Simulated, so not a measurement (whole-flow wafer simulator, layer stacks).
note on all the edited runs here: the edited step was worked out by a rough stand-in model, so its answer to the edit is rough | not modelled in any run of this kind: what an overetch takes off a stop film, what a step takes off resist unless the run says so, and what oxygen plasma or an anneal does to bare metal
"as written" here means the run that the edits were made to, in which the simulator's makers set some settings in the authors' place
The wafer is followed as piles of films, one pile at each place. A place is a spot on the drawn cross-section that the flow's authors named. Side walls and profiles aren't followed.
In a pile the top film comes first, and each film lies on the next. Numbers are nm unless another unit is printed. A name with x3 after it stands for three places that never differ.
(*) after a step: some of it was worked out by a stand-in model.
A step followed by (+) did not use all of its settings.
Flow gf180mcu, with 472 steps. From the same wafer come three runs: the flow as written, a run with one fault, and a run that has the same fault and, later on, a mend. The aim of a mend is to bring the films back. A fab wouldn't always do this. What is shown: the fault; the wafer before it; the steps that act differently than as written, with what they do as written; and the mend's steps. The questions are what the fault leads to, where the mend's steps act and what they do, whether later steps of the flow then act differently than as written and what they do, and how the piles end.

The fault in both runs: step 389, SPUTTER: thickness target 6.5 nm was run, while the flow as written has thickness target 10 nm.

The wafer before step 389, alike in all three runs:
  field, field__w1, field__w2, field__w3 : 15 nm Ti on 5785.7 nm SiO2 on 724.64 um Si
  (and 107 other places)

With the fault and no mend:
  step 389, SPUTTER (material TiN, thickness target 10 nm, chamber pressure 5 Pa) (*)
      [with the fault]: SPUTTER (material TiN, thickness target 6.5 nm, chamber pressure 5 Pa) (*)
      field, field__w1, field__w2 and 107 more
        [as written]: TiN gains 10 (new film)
        [with the fault]: TiN gains 6.5 (new film)
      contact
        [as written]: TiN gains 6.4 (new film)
        [with the fault]: TiN gains 4.17 (new film)
  Steps further on in the flow that do not act as written (1 other step is not shown; it differs only slightly, by no more than 2% or 0.5 nm, whichever is larger):
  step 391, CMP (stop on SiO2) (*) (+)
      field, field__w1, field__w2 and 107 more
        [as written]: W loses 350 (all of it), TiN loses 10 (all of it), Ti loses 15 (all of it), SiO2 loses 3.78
        [with the fault]: W loses 350 (all of it), TiN loses 6.5 (all of it), Ti loses 15 (all of it), SiO2 loses 3.75
  The piles end different from the flow's at contact by more than 2% or 0.5 nm, whichever is larger.
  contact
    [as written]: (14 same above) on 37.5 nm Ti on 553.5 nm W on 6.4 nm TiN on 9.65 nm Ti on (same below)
    [with the fault]: (14 same above) on 37.5 nm Ti on 555.8 nm W on 4.17 nm TiN on 9.65 nm Ti on (same below)

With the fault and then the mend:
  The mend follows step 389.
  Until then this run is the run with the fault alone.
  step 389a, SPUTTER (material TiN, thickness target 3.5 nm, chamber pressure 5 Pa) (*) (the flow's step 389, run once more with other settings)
      field, field__w1, field__w2 and 107 more
        TiN gains 3.5
      contact
        TiN gains 2.24
  Later steps of the flow that are run all act as written at every place that is followed.
  At every place that both follow, the piles at the end match the flow's.
